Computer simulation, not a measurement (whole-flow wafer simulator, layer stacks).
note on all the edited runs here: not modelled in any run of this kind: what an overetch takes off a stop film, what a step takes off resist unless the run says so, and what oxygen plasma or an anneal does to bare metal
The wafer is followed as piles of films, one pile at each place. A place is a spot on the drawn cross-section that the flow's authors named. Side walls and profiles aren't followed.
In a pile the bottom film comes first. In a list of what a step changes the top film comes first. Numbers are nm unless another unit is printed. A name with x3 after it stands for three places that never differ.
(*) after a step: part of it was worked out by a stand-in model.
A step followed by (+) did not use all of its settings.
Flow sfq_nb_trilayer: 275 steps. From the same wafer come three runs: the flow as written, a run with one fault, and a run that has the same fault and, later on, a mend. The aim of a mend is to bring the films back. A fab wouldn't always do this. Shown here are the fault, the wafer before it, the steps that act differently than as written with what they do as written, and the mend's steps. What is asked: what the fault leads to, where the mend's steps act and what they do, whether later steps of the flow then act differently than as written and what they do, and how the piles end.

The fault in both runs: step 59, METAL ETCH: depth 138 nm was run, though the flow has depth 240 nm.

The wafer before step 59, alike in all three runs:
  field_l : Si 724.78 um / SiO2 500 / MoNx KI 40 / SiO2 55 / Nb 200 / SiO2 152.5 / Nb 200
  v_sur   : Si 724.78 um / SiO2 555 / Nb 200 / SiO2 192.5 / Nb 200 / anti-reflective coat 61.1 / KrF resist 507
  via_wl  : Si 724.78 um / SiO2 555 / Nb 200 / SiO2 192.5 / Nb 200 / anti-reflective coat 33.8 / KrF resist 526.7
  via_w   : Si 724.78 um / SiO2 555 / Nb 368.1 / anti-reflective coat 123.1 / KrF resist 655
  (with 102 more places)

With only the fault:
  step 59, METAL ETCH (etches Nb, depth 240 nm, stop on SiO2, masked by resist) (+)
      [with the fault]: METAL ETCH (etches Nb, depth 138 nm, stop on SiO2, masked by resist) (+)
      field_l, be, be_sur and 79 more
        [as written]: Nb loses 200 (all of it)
        [with the fault]: Nb loses 138
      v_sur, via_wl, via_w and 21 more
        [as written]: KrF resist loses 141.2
        [with the fault]: KrF resist loses 81.2
  Steps further on in the flow that do not act as written:
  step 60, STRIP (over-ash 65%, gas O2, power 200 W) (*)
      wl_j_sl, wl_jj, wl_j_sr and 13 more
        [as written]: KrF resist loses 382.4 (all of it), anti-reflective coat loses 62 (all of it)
        [with the fault]: KrF resist loses 442.4 (all of it), anti-reflective coat loses 62 (all of it)
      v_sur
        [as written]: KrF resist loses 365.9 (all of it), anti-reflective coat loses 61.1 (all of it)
        [with the fault]: KrF resist loses 425.9 (all of it), anti-reflective coat loses 61.1 (all of it)
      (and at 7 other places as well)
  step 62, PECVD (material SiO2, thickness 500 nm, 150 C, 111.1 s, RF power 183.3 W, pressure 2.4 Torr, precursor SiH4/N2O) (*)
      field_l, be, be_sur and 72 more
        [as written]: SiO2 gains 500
        [with the fault]: SiO2 gains 500 (new film)
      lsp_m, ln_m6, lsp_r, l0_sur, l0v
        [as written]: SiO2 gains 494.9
        [with the fault]: SiO2 gains 500 (new film)
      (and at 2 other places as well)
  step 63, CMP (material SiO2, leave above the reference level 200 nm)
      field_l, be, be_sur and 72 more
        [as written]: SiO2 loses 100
        [with the fault]: SiO2 loses 162
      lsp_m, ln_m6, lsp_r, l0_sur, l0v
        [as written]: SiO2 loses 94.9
        [with the fault]: SiO2 loses 162
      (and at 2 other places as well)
  At field_l, be, be_sur and 79 more, the piles at the end differ from the flow's by more than 2% or 0.5 nm, whichever is larger.
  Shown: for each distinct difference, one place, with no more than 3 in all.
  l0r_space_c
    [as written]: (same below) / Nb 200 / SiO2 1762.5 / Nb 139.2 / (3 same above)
    [with the fault]: (same below) / Nb 200 / SiO2 192.5 / Nb 62 / SiO2 1508 / Nb 139.2 / (3 same above)
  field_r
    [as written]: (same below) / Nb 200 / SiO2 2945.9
    [with the fault]: (same below) / Nb 200 / SiO2 192.5 / Nb 62 / SiO2 2691.4
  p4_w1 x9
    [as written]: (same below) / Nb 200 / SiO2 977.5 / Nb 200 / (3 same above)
    [with the fault]: (same below) / Nb 200 / SiO2 192.5 / Nb 62 / SiO2 723 / Nb 200 / (3 same above)

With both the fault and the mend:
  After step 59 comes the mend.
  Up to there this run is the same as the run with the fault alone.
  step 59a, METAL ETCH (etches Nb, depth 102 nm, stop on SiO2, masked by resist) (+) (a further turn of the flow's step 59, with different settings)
      field_l, be, be_sur and 79 more
        Nb loses 62 (all of it)
      v_sur, via_wl, via_w and 21 more
        KrF resist loses 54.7
  None of the later steps of the flow differs from how it acts as written, at any place that is followed, by more than 2% or 0.5 nm, whichever is larger.
  At every place that both follow, the piles at the end match the flow's.
